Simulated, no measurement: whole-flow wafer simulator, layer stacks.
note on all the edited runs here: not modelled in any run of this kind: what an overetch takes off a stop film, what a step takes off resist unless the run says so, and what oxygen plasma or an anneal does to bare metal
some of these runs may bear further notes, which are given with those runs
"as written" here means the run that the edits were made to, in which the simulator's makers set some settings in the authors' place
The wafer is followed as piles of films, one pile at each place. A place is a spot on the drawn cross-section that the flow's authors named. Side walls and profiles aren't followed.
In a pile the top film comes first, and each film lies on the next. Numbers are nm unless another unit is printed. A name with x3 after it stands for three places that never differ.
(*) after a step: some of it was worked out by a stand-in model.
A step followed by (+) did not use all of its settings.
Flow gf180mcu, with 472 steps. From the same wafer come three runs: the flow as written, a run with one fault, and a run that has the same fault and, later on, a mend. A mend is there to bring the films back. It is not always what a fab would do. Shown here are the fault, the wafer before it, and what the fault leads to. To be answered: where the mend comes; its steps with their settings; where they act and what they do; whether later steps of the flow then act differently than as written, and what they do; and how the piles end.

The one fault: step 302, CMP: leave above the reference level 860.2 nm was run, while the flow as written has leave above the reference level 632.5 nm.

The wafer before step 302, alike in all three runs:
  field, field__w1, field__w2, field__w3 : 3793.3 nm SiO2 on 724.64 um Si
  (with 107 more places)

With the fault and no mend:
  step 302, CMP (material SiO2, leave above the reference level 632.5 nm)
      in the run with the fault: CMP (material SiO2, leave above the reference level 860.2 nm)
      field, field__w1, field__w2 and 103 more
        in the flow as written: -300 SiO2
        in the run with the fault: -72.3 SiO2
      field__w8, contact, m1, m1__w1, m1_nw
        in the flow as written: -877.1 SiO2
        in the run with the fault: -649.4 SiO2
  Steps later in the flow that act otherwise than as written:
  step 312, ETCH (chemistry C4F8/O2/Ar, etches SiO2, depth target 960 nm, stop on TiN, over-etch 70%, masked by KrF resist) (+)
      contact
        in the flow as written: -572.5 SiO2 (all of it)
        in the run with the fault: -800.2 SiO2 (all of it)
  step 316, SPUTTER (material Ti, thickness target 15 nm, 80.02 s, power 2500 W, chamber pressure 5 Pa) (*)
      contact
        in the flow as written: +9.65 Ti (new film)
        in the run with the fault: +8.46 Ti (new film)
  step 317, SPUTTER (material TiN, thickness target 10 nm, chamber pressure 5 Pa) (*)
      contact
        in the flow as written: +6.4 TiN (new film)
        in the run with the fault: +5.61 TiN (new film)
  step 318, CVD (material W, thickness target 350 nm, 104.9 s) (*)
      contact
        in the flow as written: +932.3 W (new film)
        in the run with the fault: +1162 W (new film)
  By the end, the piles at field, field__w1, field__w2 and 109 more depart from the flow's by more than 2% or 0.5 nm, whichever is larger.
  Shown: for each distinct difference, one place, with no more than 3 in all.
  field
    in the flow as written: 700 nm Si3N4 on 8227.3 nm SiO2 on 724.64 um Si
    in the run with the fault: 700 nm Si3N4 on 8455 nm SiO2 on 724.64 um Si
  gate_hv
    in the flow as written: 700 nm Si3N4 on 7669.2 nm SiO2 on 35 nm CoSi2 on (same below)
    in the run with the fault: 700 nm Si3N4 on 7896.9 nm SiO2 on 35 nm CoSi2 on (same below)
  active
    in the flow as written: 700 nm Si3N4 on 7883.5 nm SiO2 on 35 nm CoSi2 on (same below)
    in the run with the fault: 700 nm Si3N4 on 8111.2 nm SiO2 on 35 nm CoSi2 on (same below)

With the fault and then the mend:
  After step 310 comes the mend.
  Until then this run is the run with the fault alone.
  step 310a, STRIP (chemistry O2/N2, power 2160 W, pressure 1700 mTorr) (*)
      field, field__w1, field__w2 and 107 more
        -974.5 KrF resist (all of it), -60 anti-reflective coat (all of it)
      contact
        -60 anti-reflective coat (all of it)
  step 310b, CMP (material SiO2, leave above the reference level 632.5 nm) (the flow's step 302 again)
      field, field__w1, field__w2 and 108 more
        -227.7 SiO2
  step 310c, HMDS (120 C, 60 s) (the flow's step 304 again)
      leaves every film unchanged at each place that is followed
  step 310d, COAT (anti-reflective coat, thickness 60 nm, 182 C, 71 s) (the flow's step 305 again)
      field, field__w1, field__w2 and 108 more
        +60 anti-reflective coat (new film)
  step 310e, COAT (KrF resist, thickness 1000 nm) (the flow's step 306 again)
      field, field__w1, field__w2 and 108 more
        +1000 KrF resist (new film)
  step 310f, SOFTBAKE (KrF resist) (the flow's step 307 again)
      leaves every film unchanged at each place that is followed
  step 310g, EXPOSE (photomask Via2) (the flow's step 308 again)
      leaves every film unchanged at each place that is followed
  step 310h, PEB (KrF resist, 135 C, 90 s) (the flow's step 309 again)
      field, field__w1, field__w2 and 108 more
        -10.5 KrF resist
  step 310i, DEVELOP (KrF resist, thickness 1000 nm, 60 s) (the flow's step 310 again)
      field, field__w1, field__w2 and 107 more
        -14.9 KrF resist
      contact
        -989.5 KrF resist (all of it)
  Later steps of the flow that are run all act as written at every place that is followed.
  The piles end the same as the flow's at every place that both follow.
